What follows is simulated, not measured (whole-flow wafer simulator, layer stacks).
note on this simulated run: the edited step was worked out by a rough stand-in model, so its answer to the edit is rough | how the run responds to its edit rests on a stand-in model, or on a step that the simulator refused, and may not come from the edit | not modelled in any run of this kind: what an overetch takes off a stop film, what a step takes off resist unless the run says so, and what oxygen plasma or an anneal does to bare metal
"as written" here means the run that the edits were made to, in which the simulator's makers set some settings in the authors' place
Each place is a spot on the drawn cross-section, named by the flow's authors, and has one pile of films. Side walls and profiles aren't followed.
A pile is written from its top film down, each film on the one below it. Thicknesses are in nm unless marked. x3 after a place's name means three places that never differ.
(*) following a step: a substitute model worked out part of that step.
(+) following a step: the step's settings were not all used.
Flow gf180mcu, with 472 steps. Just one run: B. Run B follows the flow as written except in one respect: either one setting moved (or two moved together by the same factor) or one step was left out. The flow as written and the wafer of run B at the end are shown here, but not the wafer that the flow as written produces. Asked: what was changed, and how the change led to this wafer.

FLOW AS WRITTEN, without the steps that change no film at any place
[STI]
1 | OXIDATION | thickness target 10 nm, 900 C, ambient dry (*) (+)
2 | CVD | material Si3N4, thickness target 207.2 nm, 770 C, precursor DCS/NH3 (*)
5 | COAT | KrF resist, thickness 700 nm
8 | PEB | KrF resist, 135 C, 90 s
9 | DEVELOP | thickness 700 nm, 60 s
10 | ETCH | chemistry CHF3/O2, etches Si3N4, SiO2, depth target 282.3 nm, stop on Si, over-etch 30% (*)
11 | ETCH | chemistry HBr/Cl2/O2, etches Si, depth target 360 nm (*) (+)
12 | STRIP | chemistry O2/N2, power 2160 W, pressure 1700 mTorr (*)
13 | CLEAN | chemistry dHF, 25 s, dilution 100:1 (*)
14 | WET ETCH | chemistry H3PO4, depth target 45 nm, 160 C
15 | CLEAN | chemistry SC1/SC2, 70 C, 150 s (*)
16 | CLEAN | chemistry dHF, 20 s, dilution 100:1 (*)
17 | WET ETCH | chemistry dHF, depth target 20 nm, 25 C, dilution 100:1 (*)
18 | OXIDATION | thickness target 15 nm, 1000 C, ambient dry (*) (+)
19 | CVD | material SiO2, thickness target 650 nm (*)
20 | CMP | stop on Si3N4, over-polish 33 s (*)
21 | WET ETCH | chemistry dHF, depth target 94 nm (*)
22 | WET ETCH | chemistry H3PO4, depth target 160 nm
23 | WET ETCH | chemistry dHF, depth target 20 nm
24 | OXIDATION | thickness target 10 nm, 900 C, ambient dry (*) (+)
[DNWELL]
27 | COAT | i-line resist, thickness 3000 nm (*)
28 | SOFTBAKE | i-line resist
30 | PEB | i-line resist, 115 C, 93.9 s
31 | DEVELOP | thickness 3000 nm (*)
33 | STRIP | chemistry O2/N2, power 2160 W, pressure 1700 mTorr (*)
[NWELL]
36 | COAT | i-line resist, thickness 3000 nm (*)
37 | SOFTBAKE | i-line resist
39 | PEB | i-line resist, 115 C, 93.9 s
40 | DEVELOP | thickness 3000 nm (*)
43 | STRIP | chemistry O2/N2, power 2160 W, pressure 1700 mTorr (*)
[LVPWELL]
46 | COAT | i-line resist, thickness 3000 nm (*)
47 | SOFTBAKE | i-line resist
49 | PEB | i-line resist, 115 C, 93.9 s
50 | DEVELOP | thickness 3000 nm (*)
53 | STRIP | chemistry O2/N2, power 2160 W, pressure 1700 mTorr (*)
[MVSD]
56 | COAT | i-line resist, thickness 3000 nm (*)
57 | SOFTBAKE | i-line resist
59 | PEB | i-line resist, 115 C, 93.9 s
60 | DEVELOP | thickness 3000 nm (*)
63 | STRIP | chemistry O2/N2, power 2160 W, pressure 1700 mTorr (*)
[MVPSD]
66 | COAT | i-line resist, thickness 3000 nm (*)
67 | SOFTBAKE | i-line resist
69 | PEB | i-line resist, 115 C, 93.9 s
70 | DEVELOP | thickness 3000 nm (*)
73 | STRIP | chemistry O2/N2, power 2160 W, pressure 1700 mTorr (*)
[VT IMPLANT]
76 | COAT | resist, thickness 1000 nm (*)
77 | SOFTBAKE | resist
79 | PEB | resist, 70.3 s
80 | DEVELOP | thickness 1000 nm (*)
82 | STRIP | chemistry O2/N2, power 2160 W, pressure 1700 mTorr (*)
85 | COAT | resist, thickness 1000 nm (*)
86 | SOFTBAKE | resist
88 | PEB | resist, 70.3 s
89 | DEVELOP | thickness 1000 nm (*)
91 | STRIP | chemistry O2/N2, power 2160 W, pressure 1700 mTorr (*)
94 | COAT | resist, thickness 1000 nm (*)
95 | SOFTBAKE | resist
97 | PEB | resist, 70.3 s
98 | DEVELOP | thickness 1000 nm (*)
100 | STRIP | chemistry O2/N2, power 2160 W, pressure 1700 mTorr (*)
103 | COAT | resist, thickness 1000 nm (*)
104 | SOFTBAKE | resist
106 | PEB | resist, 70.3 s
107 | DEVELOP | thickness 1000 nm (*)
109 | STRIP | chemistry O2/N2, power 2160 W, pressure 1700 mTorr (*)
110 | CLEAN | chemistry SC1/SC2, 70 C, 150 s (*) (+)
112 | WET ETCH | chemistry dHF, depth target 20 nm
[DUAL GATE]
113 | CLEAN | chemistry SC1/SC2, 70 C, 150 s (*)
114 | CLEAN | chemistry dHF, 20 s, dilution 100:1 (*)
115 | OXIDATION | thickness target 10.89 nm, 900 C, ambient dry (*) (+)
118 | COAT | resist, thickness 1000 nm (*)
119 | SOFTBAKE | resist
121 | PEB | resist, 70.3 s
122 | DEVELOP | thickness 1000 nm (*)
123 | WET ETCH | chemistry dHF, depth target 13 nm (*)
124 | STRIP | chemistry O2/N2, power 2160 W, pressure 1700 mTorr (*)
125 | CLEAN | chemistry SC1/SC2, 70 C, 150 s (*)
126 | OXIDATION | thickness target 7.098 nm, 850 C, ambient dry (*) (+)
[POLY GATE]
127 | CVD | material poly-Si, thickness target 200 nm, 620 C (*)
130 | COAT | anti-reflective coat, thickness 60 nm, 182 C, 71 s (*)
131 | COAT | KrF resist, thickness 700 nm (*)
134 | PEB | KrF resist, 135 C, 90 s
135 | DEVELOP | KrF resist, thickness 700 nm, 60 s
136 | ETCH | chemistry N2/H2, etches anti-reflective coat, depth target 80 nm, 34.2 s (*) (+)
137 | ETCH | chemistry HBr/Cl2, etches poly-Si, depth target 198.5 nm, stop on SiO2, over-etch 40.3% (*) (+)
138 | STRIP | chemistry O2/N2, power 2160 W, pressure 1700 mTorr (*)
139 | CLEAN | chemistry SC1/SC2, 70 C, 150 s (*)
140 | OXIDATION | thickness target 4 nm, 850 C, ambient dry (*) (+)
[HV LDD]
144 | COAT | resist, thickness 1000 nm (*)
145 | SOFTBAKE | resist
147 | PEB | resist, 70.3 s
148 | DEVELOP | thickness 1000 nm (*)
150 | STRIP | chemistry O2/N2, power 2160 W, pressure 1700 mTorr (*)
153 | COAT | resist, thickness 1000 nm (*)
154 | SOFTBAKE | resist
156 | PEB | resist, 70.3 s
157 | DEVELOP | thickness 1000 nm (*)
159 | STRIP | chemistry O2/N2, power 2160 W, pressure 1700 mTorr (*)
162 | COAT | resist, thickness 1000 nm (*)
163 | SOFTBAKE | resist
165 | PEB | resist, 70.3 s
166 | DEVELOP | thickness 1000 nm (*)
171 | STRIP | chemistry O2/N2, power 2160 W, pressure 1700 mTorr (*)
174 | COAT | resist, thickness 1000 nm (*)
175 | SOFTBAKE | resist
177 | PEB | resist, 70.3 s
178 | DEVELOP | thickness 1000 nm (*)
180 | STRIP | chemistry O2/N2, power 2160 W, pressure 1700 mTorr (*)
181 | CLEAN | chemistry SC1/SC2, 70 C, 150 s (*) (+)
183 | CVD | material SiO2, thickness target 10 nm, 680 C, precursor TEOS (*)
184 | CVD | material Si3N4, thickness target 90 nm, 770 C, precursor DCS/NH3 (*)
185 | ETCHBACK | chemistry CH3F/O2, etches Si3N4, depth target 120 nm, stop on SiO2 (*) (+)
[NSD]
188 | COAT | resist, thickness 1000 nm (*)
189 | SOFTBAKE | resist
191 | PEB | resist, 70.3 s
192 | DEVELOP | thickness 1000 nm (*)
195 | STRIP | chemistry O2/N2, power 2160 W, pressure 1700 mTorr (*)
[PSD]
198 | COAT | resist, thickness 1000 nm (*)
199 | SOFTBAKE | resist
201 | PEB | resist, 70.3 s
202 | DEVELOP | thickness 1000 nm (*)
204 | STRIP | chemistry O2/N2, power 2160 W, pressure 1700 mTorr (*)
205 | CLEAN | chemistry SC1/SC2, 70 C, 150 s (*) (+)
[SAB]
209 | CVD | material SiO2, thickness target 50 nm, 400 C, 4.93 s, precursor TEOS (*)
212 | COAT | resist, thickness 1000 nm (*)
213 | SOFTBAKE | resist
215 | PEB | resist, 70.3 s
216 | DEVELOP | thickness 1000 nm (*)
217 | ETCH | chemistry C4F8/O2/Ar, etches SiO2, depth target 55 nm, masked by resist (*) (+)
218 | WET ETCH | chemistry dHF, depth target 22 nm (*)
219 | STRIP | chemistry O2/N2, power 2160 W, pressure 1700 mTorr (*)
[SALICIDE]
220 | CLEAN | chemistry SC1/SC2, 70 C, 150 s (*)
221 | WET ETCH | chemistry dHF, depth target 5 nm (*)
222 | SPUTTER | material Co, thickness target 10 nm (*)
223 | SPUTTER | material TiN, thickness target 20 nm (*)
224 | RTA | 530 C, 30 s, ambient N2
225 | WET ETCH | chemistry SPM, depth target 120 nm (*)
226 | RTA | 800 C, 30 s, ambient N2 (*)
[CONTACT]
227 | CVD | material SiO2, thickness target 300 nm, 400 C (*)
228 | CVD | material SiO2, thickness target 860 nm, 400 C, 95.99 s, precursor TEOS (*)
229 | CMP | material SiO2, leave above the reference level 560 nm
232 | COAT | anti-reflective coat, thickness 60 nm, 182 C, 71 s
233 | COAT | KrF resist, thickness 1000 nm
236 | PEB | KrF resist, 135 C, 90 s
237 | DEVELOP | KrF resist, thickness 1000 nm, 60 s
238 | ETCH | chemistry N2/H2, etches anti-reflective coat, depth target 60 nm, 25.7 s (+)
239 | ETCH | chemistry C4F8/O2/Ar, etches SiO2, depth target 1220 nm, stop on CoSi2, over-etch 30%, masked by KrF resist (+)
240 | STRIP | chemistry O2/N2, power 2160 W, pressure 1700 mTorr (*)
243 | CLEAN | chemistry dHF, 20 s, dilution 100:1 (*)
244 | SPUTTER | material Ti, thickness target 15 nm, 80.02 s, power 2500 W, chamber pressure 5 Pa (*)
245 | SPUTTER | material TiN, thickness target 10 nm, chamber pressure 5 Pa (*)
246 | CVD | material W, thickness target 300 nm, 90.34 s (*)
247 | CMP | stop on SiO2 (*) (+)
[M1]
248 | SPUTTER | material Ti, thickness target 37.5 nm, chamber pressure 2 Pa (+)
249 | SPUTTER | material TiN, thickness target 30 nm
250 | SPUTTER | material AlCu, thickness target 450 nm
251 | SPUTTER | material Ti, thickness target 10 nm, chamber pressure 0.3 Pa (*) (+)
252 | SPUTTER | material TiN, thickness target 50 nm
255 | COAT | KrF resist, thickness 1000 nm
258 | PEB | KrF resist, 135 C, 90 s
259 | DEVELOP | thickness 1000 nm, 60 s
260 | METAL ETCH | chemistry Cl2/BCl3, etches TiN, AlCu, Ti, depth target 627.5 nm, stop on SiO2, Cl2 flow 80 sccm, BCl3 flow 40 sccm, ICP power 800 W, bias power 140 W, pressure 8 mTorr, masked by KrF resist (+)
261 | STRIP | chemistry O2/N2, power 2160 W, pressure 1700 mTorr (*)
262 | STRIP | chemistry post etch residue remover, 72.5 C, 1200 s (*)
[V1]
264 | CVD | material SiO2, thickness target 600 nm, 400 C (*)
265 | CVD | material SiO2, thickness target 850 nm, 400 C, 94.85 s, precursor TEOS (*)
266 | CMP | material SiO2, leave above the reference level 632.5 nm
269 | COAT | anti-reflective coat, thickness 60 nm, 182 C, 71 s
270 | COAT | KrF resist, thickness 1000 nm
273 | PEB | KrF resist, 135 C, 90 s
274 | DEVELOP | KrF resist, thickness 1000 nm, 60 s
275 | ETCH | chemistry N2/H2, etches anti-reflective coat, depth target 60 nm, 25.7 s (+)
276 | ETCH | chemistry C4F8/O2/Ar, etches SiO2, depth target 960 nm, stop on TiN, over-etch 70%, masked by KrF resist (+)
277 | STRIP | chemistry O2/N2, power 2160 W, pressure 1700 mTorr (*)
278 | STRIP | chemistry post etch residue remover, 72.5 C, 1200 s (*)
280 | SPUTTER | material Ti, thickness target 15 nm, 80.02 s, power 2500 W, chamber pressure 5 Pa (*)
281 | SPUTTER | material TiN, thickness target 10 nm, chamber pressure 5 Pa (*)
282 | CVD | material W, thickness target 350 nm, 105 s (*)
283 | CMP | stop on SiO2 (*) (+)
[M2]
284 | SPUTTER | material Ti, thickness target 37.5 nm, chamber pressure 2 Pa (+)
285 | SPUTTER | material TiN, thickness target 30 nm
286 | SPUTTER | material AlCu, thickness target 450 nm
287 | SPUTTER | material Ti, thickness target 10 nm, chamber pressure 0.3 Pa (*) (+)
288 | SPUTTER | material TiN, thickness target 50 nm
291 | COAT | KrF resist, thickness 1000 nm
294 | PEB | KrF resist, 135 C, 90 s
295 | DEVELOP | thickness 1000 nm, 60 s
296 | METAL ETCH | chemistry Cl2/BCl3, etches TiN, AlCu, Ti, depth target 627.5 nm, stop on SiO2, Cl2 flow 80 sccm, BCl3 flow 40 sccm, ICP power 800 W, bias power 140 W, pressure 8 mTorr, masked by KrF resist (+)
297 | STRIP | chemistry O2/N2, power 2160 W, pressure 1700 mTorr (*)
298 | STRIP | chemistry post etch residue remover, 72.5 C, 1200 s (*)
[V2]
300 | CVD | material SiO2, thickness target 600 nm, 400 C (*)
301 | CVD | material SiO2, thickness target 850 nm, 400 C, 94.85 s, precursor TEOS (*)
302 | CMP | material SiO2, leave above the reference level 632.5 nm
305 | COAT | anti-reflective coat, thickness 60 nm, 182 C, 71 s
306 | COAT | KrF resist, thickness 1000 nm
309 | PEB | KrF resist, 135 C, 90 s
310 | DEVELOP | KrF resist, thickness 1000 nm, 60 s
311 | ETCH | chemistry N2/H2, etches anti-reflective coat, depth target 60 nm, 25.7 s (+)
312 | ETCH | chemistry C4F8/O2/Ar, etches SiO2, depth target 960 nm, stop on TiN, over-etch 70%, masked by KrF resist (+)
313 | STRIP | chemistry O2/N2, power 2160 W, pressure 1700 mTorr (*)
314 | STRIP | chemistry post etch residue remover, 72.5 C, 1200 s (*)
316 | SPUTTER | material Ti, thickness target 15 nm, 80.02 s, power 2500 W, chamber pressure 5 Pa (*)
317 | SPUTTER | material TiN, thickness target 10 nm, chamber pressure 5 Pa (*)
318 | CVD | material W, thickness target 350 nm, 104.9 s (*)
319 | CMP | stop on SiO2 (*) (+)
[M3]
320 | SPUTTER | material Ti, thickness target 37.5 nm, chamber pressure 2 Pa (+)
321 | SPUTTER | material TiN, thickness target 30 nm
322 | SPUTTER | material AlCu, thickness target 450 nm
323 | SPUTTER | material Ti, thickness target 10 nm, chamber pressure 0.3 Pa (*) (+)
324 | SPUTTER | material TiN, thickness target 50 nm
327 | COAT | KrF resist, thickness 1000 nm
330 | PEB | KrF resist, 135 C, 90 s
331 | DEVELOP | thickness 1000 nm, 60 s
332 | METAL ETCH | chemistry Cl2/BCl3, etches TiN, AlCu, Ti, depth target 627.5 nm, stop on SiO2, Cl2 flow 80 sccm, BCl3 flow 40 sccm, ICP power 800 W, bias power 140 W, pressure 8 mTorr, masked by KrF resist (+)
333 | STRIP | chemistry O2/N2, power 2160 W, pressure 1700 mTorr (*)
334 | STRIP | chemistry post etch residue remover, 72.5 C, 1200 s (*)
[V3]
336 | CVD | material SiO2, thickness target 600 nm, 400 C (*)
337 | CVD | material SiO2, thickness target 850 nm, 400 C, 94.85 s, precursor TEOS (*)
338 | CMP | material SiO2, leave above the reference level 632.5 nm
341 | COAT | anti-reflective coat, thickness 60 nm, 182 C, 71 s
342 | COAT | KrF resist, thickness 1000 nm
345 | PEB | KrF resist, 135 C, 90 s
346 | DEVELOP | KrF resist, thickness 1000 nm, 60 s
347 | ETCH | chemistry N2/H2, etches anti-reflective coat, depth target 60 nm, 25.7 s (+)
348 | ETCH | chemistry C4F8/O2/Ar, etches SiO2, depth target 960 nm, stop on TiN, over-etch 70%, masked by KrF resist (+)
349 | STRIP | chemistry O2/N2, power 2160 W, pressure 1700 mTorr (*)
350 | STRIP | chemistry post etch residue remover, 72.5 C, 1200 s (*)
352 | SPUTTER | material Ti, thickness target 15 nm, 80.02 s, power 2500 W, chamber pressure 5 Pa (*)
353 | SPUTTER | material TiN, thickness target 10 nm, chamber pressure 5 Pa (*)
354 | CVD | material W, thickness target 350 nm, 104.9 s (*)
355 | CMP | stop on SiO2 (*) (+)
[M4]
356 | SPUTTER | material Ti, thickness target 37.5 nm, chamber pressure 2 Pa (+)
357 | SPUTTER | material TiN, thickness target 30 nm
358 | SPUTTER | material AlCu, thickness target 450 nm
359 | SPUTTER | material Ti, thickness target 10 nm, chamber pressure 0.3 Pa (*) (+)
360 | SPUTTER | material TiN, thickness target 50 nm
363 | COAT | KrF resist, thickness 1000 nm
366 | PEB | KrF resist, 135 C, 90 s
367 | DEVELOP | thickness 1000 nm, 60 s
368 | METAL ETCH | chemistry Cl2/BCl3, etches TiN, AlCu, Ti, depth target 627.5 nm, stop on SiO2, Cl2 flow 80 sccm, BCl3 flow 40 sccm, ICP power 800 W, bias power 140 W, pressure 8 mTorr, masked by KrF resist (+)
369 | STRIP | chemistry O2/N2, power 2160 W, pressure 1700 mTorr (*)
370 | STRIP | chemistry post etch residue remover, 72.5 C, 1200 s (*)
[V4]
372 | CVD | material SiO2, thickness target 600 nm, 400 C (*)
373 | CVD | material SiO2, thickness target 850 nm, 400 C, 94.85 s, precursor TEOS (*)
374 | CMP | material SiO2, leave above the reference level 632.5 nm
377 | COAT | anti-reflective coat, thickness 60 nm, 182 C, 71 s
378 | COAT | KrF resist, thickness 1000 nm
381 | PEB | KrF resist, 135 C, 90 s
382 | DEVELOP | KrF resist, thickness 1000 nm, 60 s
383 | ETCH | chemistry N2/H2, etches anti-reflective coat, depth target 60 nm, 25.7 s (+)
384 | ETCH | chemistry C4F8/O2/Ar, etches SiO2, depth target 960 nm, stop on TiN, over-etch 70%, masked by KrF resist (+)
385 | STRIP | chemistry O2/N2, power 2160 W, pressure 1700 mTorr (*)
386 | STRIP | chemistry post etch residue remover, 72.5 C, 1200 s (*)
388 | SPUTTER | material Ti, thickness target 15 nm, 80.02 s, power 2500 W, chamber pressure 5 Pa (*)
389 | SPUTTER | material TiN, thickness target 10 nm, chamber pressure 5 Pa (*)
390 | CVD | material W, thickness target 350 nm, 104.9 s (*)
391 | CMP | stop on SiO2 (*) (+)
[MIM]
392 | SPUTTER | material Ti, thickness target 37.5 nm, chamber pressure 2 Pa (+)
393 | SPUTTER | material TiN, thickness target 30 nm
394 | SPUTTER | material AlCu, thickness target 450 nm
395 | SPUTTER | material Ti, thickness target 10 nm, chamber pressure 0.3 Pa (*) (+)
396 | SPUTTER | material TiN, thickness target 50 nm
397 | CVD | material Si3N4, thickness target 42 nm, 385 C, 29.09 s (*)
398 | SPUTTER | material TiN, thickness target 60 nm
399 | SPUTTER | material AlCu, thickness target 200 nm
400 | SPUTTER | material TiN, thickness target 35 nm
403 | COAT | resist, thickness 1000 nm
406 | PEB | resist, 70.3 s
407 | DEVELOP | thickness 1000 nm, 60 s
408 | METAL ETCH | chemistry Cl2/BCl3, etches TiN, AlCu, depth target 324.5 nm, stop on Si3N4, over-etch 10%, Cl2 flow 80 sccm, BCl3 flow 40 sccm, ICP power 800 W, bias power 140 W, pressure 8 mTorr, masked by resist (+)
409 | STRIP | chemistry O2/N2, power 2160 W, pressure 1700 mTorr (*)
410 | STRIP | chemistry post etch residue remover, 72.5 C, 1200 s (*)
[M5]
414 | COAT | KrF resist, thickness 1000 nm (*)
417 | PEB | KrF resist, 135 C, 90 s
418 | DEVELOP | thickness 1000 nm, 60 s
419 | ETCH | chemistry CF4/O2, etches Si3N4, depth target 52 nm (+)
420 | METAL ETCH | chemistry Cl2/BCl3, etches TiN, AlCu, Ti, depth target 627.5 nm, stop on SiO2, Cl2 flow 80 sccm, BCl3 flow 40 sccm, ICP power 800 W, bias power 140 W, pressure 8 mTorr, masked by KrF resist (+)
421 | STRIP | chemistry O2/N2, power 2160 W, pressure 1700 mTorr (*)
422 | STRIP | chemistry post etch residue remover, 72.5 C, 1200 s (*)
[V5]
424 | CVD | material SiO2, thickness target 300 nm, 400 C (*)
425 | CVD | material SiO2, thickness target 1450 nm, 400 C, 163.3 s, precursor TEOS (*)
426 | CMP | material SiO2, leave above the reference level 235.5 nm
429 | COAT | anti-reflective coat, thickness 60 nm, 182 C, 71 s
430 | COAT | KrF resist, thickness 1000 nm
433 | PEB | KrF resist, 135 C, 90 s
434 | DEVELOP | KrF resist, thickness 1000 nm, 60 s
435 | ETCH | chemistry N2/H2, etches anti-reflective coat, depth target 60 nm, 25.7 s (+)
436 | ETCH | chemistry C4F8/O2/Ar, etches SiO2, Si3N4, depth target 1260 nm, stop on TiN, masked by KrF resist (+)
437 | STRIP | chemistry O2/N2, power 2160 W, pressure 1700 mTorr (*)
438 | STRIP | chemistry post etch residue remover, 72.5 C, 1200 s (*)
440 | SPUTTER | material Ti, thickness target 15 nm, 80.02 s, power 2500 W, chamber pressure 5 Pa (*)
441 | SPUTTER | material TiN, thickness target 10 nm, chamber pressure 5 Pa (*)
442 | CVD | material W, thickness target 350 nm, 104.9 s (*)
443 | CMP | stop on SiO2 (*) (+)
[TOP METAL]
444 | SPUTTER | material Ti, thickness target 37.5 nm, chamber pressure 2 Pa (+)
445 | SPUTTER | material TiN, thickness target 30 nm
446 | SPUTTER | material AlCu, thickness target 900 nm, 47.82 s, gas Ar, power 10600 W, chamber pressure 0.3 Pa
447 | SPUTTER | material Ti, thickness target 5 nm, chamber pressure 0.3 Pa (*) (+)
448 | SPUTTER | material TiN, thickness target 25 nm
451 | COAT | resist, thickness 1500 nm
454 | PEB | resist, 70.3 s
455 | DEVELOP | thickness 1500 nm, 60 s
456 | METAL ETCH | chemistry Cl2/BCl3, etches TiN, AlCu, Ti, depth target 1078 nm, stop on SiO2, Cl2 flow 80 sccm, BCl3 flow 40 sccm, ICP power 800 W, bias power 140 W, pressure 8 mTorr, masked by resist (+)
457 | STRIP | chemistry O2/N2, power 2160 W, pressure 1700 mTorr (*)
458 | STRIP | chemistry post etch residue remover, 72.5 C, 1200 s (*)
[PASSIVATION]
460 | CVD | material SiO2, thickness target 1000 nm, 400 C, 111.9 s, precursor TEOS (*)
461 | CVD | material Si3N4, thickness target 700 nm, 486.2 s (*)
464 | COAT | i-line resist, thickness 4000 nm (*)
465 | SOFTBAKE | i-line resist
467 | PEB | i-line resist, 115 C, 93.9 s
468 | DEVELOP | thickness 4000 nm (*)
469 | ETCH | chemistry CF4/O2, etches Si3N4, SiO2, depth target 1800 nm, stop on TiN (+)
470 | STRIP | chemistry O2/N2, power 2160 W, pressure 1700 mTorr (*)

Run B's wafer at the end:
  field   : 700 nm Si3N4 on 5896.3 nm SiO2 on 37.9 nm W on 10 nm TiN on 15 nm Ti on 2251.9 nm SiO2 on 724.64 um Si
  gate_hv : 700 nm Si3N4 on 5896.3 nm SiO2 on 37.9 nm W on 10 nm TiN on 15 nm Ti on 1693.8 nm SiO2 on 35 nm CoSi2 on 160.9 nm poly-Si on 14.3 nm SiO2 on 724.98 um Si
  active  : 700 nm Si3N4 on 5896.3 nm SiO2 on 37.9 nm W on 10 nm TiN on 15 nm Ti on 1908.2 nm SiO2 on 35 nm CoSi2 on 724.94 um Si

Cause: step 265, CVD: thickness target 446 nm was run, while the flow as written has thickness target 850 nm; step 265, CVD: 49.8 s was run, where the flow has 94.85 s.

The path from the change to this, step by step:
  265 | CVD | material SiO2, thickness target 850 nm, 400 C, 94.85 s, precursor TEOS (*)
      field, field__w1, field__w2 and 108 more: SiO2 gains 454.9 (it would be, as written: SiO2 gains 850)
  266 | CMP | material SiO2, leave above the reference level 632.5 nm
      field, field__w1, field__w2 and 99 more: nothing (it would be, as written: SiO2 loses 300)
      field__w8, contact, m1 and 6 more: SiO2 loses 482 (it would be, as written: SiO2 loses 877.1)
  269 | COAT | anti-reflective coat, thickness 60 nm, 182 C, 71 s
      field: anti-reflective coat gains 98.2 (new film) (it would be, as written: anti-reflective coat gains 60 (new film))
      field__w1: anti-reflective coat gains 83.1 (new film) (it would be, as written: anti-reflective coat gains 60 (new film))
      (and at 18 other places as well)
  270 | COAT | KrF resist, thickness 1000 nm
      m1, m1_nw: KrF resist gains 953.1 (new film) (it would be, as written: KrF resist gains 1000 (new film))
      n_well: KrF resist gains 977.5 (new film) (it would be, as written: KrF resist gains 1000 (new film))
      (and at 3 other places as well)
  274 | DEVELOP | KrF resist, thickness 1000 nm, 60 s
      contact: KrF resist loses 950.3 (all of it) (it would be, as written: KrF resist loses 989.5 (all of it))
  275 | ETCH | chemistry N2/H2, etches anti-reflective coat, depth target 60 nm, 25.7 s (+)
      contact: anti-reflective coat loses 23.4 (all of it), SiO2 loses 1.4 (it would be, as written: anti-reflective coat loses 60 (all of it), SiO2 loses 0.46)
  277 | STRIP | chemistry O2/N2, power 2160 W, pressure 1700 mTorr (*)
      field: KrF resist loses 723 (all of it), anti-reflective coat loses 98.2 (all of it) (it would be, as written: KrF resist loses 739.2 (all of it), anti-reflective coat loses 60 (all of it))
      field__w1: KrF resist loses 720.7 (all of it), anti-reflective coat loses 83.1 (all of it) (it would be, as written: KrF resist loses 739.2 (all of it), anti-reflective coat loses 60 (all of it))
      (and at 17 other places as well)
  280 | SPUTTER | material Ti, thickness target 15 nm, 80.02 s, power 2500 W, chamber pressure 5 Pa (*)
      contact: Ti gains 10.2 (new film) (it would be, as written: Ti gains 9.65 (new film))
  282 | CVD | material W, thickness target 350 nm, 105 s (*)
      contact: W gains 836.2 (new film) (it would be, as written: W gains 932.3 (new film))
  283 | CMP | stop on SiO2 (*) (+)
      field, field__w1, field__w2 and 99 more: W loses 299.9 (it would be, as written: W loses 350 (all of it), TiN loses 10 (all of it), Ti loses 15 (all of it), SiO2 loses 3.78)
      field__w8, m1, m1__w1, polyc_n, polyc_n_rim, polyc_p, polyc_p_rim, m1_nw: W loses 350 (all of it), TiN loses 10 (all of it), Ti loses 15 (all of it), SiO2 loses 20 (it would be, as written: W loses 350 (all of it), TiN loses 10 (all of it), Ti loses 15 (all of it), SiO2 loses 3.78)
      (and at 1 other place as well)
  296 | METAL ETCH | chemistry Cl2/BCl3, etches TiN, AlCu, Ti, depth target 627.5 nm, stop on SiO2, Cl2 flow 80 sccm, BCl3 flow 40 sccm, ICP power 800 W, bias power 140 W, pressure 8 mTorr, masked by KrF resist (+)
      field, field__w1, field__w2 and 99 more: TiN loses 50 (all of it), Ti loses 10 (all of it), AlCu loses 450 (all of it), TiN loses 30 (all of it), Ti loses 37.5 (all of it), W loses 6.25 (it would be, as written: TiN loses 50 (all of it), Ti loses 10 (all of it), AlCu loses 450 (all of it), TiN loses 30 (all of it), Ti loses 37.5 (all of it))
  298 | STRIP | chemistry post etch residue remover, 72.5 C, 1200 s (*)
      field, field__w1, field__w2 and 99 more: W loses 6.01 (it would be, as written: nothing)
  300 | CVD | material SiO2, thickness target 600 nm, 400 C (*)
      field, field__w1, field__w2 and 99 more: SiO2 gains 600 (new film) (it would be, as written: SiO2 gains 600)
  302 | CMP | material SiO2, leave above the reference level 632.5 nm
      field, field__w1, field__w2 and 99 more: SiO2 loses 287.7 (it would be, as written: SiO2 loses 300)
With metal films that touch counted as one body, field has 1 body; the flow as written gives 0 bodies.
With metal films that touch counted as one body, gate_hv has 2 bodies (between them, from the top down: SiO2 1693.8); the flow as written gives 1 body.
With metal films that touch counted as one body, active has 2 bodies (between them, from the top down: SiO2 1908.2); the flow as written gives 1 body.
